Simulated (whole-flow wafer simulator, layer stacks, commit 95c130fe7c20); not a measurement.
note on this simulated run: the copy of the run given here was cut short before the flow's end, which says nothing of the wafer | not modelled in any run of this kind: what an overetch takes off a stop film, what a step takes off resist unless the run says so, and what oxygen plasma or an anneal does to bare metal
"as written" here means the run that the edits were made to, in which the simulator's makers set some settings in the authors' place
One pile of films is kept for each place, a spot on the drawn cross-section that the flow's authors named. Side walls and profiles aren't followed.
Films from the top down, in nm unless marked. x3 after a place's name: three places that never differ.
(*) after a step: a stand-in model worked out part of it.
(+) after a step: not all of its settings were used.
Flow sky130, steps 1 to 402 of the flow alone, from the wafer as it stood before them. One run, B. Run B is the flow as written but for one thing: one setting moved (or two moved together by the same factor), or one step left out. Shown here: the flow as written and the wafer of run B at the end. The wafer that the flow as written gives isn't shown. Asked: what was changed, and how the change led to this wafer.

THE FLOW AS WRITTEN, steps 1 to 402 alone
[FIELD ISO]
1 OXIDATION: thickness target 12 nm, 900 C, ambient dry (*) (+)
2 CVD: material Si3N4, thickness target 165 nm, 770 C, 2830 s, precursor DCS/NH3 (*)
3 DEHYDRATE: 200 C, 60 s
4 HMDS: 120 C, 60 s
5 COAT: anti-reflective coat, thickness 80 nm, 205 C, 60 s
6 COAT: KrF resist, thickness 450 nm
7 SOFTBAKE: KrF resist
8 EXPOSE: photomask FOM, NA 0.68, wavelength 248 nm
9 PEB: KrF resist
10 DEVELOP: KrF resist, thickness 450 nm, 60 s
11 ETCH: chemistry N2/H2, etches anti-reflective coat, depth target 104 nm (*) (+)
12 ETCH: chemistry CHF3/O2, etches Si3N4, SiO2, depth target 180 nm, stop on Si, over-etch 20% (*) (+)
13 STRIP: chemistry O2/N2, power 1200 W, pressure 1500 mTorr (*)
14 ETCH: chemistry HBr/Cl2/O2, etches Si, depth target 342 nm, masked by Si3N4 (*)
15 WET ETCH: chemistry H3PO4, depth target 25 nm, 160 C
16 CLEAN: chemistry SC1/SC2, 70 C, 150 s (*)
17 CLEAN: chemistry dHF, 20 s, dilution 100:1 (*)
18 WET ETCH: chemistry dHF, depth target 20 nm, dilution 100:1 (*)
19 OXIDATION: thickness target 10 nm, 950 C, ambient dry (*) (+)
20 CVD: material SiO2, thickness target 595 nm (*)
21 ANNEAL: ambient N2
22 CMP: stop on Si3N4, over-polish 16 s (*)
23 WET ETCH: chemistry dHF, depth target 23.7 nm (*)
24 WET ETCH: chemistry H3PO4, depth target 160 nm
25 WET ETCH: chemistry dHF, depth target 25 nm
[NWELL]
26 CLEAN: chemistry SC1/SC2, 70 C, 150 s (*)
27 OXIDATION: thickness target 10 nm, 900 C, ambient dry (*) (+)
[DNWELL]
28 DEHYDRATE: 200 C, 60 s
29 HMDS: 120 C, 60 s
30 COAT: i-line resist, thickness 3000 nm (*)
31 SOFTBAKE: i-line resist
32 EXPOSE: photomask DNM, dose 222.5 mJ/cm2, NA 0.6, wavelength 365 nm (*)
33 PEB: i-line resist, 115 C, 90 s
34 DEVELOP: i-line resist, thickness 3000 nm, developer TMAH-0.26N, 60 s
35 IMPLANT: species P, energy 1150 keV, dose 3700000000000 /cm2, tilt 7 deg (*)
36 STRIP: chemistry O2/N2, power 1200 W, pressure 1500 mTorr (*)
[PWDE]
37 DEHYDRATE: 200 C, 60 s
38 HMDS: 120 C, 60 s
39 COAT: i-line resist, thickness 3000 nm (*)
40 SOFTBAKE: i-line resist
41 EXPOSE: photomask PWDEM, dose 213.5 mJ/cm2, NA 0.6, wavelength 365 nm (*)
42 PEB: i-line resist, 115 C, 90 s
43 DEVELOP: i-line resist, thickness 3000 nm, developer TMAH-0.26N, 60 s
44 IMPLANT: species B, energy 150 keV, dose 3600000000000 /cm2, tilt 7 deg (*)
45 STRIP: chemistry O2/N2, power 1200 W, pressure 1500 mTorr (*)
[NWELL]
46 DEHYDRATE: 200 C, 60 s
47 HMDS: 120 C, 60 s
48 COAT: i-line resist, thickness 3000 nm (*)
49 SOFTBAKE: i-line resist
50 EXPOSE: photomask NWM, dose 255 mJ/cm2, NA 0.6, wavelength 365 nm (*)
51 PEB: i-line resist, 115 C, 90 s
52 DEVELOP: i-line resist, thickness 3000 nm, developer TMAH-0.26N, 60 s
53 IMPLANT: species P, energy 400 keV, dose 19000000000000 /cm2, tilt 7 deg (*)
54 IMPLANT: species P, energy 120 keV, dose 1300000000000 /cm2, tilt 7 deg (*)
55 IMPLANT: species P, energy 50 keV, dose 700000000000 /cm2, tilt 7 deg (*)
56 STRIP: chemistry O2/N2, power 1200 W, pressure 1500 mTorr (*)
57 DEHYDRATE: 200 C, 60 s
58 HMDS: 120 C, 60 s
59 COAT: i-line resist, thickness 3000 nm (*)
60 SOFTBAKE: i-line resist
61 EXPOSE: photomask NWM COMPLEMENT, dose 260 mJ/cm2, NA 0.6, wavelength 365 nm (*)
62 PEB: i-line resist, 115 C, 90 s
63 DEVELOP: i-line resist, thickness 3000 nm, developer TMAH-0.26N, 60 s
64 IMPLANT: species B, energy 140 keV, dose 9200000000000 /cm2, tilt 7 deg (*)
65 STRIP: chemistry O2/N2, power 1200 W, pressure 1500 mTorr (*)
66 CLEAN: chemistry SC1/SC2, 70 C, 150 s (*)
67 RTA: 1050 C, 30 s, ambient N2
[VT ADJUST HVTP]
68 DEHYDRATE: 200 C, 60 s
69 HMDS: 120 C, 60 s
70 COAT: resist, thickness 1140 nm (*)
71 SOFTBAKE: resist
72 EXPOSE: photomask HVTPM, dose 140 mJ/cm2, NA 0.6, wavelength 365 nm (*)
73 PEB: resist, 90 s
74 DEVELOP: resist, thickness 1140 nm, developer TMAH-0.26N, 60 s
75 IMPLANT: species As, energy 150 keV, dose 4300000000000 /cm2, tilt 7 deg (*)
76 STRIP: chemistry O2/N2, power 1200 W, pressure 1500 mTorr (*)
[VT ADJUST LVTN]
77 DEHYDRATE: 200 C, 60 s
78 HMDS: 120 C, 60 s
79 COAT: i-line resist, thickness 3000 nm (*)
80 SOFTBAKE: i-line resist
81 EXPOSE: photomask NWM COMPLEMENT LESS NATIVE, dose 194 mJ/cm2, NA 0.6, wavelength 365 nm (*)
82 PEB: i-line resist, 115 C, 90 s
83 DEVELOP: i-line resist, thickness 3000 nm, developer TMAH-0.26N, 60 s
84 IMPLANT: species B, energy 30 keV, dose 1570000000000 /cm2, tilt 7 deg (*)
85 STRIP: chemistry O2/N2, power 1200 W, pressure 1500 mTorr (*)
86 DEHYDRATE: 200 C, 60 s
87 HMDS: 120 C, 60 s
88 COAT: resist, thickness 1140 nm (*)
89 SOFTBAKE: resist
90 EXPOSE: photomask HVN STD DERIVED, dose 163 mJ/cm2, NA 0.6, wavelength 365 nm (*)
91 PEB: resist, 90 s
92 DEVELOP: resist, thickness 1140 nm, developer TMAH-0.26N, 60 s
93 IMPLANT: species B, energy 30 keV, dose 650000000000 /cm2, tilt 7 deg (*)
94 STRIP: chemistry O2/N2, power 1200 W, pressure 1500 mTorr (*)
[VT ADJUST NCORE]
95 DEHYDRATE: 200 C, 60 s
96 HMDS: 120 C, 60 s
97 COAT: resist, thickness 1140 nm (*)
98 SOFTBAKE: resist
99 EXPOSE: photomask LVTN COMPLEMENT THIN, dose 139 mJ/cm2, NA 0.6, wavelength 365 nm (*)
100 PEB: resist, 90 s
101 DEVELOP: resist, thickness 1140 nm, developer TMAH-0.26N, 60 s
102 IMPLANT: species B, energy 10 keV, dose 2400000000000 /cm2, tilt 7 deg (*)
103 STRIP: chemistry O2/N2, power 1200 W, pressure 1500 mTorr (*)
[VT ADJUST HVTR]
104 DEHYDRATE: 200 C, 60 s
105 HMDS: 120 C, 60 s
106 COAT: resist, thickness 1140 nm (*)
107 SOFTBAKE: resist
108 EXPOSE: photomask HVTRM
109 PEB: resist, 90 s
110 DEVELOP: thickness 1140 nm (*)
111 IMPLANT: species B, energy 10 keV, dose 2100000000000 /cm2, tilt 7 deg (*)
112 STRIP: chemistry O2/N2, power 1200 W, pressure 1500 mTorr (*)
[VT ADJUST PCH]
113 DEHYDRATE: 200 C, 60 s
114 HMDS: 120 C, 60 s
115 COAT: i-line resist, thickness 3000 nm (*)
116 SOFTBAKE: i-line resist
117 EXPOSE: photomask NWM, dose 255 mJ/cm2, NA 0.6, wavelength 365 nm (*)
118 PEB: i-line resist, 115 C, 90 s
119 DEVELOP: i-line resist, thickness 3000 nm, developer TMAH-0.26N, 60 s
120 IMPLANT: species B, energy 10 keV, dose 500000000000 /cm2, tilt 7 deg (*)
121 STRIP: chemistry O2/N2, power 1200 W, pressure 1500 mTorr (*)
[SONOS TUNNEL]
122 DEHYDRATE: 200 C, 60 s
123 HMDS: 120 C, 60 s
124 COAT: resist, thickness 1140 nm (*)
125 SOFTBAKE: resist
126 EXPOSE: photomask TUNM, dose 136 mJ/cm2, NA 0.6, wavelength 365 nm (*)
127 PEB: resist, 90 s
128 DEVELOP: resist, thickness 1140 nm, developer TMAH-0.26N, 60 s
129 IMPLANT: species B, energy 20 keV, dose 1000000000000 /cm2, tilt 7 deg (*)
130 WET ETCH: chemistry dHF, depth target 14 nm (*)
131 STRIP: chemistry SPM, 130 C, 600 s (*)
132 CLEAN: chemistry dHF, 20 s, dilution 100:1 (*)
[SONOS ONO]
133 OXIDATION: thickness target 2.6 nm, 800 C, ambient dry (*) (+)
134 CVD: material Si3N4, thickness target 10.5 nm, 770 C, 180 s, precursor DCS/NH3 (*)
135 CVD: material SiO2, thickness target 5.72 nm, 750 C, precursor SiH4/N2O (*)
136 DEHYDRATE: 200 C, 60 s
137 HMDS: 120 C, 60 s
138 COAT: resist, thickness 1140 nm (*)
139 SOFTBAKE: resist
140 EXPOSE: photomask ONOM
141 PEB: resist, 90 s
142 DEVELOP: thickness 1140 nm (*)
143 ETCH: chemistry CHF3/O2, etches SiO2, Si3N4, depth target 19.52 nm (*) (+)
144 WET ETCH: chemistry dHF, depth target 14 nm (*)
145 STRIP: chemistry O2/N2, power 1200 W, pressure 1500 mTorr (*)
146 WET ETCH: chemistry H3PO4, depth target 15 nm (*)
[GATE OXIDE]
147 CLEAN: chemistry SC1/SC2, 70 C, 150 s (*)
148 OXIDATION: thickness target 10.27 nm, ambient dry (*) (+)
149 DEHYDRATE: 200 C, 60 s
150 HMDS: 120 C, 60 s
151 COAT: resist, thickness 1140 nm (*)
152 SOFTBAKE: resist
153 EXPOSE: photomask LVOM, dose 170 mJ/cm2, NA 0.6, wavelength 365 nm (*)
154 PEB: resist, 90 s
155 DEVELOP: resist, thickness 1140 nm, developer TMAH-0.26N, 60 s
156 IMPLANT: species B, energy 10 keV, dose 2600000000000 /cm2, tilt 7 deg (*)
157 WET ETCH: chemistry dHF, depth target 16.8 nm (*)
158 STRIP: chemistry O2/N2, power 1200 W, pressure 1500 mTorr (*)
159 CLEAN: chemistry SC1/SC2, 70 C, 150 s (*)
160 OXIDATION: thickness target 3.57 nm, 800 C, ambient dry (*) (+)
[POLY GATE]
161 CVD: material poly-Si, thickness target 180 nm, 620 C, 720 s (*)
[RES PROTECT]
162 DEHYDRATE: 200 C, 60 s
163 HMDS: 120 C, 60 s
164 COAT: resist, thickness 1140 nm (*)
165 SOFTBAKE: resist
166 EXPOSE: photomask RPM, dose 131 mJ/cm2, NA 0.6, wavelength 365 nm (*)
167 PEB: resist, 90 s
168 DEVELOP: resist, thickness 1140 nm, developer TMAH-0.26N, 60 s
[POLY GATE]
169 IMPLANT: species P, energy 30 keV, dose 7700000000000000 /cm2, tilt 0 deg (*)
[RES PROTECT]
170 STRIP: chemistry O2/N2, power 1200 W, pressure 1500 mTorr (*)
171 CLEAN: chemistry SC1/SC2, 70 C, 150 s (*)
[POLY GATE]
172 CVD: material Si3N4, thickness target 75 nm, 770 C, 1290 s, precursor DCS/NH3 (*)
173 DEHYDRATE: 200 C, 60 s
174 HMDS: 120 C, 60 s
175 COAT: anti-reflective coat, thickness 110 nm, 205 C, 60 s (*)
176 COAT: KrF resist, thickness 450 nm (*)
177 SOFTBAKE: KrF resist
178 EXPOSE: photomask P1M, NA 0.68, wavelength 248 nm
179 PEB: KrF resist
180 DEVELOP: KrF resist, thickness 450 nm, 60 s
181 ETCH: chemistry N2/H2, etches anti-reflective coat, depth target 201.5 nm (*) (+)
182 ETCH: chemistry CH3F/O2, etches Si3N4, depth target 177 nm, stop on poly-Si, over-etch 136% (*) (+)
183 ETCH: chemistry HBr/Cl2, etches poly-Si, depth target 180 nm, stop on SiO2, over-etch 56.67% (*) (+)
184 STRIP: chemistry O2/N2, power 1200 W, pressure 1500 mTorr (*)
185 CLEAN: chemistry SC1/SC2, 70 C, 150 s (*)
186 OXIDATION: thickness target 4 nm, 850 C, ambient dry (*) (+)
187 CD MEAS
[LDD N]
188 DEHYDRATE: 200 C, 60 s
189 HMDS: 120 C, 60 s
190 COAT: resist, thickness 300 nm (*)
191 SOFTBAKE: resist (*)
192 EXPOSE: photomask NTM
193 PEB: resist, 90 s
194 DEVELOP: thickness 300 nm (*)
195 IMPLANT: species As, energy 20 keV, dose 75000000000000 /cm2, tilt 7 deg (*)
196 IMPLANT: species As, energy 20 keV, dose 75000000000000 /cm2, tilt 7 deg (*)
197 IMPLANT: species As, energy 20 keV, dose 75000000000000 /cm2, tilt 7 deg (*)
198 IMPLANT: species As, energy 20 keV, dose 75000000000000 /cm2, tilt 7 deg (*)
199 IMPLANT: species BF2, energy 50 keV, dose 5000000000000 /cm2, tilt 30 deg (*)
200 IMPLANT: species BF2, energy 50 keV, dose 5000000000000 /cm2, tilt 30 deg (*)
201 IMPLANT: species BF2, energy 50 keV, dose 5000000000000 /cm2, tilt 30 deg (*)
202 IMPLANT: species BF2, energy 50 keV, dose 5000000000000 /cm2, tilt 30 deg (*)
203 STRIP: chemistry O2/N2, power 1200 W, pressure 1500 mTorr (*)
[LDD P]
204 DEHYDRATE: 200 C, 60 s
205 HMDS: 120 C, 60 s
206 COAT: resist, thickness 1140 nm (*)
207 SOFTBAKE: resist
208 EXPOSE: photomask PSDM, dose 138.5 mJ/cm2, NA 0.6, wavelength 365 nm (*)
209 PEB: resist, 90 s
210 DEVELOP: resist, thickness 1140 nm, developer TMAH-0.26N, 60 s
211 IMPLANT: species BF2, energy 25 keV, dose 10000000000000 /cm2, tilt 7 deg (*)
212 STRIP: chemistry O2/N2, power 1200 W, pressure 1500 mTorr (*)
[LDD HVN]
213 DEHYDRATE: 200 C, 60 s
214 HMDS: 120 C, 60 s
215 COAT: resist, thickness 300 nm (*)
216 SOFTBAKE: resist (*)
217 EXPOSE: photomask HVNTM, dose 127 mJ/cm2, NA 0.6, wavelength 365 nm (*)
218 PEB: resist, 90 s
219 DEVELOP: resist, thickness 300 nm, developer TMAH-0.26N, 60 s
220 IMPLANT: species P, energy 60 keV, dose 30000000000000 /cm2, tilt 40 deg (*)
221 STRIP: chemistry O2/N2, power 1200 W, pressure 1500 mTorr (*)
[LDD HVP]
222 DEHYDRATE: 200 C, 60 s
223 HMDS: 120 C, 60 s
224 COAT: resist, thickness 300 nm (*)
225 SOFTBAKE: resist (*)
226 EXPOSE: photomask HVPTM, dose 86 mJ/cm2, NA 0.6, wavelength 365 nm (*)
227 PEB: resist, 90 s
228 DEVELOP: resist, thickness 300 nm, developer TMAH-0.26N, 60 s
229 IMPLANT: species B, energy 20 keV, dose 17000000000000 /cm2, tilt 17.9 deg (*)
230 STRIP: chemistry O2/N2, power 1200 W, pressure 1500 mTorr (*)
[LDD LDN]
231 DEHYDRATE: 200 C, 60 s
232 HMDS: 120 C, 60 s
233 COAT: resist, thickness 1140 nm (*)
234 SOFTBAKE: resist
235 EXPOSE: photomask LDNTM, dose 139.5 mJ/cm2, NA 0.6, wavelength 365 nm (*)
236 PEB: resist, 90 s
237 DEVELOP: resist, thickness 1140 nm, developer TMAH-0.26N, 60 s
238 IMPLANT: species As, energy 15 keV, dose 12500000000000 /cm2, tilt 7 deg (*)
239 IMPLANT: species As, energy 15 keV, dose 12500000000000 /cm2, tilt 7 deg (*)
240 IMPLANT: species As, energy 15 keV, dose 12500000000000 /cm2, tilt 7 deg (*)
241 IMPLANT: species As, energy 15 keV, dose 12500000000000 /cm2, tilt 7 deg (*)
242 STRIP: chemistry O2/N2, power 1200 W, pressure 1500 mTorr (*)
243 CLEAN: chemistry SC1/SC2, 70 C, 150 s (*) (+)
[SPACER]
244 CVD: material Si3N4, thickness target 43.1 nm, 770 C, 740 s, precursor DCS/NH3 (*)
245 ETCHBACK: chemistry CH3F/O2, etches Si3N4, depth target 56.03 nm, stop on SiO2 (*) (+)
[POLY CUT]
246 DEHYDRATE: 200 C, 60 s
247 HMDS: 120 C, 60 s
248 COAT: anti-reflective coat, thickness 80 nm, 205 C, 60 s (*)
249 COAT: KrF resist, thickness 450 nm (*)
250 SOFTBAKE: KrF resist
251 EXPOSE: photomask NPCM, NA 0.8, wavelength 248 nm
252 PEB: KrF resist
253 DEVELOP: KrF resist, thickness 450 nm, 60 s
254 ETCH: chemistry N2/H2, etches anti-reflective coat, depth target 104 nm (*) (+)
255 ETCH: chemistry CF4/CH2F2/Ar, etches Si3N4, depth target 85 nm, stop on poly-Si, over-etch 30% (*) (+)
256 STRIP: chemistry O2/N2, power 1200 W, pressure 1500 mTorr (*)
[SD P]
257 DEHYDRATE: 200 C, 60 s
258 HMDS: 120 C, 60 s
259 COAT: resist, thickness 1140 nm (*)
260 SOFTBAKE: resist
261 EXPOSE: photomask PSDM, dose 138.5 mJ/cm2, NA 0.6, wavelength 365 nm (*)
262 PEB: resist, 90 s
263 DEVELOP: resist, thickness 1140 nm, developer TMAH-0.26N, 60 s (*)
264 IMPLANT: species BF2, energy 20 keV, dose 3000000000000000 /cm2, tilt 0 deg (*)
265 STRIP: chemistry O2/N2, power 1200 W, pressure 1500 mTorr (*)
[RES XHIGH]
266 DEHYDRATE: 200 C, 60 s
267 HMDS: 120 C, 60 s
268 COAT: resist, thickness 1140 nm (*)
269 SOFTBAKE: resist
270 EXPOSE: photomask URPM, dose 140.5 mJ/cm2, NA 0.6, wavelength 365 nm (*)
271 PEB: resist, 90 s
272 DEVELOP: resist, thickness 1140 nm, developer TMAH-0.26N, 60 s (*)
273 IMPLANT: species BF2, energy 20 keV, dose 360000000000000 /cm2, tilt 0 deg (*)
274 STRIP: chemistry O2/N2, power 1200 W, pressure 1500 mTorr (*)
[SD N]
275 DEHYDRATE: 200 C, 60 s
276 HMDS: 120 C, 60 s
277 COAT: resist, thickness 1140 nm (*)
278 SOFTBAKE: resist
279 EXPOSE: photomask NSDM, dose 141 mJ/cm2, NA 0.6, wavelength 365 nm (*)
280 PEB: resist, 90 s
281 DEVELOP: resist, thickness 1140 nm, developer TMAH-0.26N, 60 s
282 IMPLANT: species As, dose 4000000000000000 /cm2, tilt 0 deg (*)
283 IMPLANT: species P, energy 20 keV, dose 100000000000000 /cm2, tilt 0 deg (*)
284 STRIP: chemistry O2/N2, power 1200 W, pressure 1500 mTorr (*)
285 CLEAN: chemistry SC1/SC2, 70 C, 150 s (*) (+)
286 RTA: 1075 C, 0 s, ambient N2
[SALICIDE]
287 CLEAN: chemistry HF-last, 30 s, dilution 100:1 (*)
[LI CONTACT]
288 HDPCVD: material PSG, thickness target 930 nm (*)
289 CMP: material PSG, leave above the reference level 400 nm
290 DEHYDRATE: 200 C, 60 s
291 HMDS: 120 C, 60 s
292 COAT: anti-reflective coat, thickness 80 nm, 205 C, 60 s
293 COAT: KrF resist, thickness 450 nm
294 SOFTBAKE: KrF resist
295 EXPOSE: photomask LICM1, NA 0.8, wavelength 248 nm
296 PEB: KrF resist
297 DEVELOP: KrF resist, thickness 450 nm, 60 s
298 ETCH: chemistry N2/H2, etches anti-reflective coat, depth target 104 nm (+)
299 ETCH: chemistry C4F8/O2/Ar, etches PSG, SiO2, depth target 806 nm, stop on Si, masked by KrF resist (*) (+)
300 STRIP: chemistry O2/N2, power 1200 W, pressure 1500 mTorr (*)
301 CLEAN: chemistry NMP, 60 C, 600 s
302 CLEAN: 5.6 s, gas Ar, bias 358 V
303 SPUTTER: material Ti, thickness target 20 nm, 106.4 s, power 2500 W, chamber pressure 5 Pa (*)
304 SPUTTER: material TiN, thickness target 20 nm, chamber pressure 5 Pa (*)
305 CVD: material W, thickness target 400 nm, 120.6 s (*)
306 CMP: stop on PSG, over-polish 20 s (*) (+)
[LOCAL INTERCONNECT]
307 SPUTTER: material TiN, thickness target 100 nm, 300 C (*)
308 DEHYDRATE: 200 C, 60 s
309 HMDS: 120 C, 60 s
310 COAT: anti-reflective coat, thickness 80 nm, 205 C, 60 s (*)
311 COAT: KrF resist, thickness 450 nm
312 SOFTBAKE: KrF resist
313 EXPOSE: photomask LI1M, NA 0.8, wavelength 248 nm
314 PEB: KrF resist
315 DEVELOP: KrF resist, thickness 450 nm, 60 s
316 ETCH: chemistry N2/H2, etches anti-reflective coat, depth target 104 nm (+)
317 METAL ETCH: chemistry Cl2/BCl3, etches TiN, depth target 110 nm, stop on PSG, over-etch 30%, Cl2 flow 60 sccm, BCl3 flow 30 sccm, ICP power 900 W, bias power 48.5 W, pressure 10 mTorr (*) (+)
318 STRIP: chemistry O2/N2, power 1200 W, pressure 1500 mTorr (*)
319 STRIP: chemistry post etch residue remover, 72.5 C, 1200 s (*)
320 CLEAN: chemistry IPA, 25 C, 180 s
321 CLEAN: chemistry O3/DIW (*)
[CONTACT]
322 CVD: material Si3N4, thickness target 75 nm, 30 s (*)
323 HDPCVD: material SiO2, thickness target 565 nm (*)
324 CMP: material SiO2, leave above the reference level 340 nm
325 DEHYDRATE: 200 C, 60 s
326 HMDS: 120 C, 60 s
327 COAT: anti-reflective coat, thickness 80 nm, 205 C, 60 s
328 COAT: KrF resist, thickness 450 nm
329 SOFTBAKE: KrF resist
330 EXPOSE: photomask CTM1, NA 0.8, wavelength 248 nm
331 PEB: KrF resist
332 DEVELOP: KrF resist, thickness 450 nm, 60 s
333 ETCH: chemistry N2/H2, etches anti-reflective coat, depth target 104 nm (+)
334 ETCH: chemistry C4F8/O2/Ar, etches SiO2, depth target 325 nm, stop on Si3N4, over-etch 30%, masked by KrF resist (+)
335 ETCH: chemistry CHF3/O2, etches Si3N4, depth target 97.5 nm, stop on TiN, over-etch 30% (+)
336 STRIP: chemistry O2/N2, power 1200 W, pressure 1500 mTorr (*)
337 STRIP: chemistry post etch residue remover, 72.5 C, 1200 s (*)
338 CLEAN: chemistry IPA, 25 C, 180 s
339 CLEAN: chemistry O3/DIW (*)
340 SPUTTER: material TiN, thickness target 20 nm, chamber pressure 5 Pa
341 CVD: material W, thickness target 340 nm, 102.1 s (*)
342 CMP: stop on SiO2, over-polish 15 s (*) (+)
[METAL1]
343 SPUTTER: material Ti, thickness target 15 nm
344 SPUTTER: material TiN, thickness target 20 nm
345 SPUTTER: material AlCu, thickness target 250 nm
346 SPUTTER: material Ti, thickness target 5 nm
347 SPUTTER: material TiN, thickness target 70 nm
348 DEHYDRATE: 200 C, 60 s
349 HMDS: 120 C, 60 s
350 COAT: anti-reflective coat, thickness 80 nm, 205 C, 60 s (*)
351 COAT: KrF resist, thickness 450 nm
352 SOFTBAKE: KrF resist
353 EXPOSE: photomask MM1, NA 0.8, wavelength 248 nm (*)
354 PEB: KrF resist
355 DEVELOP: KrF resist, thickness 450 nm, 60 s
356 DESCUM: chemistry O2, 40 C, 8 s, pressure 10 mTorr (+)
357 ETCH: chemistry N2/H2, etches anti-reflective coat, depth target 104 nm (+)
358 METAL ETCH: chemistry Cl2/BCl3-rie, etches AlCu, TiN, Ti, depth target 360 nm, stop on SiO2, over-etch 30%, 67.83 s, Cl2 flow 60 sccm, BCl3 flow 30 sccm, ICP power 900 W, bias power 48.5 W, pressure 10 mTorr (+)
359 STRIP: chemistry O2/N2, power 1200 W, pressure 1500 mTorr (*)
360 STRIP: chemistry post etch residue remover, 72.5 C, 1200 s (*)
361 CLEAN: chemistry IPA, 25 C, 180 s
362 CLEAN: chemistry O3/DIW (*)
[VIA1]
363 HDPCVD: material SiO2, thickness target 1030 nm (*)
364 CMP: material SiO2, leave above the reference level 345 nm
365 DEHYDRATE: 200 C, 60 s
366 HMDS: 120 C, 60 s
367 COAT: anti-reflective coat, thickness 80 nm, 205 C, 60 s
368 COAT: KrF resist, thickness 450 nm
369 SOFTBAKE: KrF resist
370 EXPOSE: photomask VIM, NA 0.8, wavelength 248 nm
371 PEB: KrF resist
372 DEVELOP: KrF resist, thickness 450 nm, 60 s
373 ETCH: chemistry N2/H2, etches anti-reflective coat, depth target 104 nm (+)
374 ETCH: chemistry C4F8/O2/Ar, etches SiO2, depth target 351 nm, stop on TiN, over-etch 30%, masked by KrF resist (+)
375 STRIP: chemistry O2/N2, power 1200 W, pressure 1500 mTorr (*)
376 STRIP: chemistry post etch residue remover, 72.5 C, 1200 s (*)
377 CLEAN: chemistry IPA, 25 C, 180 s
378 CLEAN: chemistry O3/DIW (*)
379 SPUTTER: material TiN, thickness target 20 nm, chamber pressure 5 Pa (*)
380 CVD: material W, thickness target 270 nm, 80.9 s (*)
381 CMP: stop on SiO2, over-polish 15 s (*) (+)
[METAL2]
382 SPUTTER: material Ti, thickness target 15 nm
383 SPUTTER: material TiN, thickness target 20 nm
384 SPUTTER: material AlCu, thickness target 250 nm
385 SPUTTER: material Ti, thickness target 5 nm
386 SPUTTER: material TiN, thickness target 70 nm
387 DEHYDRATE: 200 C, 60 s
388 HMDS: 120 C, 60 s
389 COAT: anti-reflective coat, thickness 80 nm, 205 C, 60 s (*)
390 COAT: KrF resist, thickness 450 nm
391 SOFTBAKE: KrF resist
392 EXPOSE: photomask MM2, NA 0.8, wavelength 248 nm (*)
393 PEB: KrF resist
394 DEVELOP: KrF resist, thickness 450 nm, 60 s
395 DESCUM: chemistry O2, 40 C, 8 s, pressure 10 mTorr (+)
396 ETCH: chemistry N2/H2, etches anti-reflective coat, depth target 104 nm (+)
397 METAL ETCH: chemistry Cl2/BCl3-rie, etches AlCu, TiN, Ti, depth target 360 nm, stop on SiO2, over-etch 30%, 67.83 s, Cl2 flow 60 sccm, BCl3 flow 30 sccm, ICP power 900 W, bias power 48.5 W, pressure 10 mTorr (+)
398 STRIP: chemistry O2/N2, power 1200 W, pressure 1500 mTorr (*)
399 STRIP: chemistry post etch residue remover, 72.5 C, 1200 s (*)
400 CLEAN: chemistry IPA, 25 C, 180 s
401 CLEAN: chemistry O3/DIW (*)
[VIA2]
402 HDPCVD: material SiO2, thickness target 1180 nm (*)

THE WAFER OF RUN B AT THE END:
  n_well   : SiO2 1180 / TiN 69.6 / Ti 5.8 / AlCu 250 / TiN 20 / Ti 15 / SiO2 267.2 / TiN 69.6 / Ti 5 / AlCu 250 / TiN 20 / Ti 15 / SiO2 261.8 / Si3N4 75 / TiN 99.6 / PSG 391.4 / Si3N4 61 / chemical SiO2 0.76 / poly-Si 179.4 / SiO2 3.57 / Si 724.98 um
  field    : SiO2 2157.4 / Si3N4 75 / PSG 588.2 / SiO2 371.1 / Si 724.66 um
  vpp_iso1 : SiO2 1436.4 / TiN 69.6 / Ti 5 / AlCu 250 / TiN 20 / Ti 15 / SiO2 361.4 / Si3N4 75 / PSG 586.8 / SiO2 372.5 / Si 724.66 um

The cause: step 385, SPUTTER: thickness target 5.8 nm was run, where the flow has thickness target 5 nm.
It can be read off the wafer: n_well has Ti 5.8, and step 385 as written asks for 5 nm.

How the change led to this, step by step:
  385 SPUTTER: material Ti, thickness target 5 nm
      field, active, n_well and 188 more: Ti +5.8 (new film) (as written it would be: Ti +5 (new film))
  397 METAL ETCH: chemistry Cl2/BCl3-rie, etches AlCu, TiN, Ti, depth target 360 nm, stop on SiO2, over-etch 30%, 67.83 s, Cl2 flow 60 sccm, BCl3 flow 30 sccm, ICP power 900 W, bias power 48.5 W, pressure 10 mTorr (+)
      field, active, gate and 82 more: TiN -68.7 (all of it), Ti -5.8 (all of it), AlCu -250 (all of it), TiN -20 (all of it), Ti -15 (all of it), SiO2 -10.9 (as written it would be: TiN -68.7 (all of it), Ti -5 (all of it), AlCu -250 (all of it), TiN -20 (all of it), Ti -15 (all of it), SiO2 -10.9)
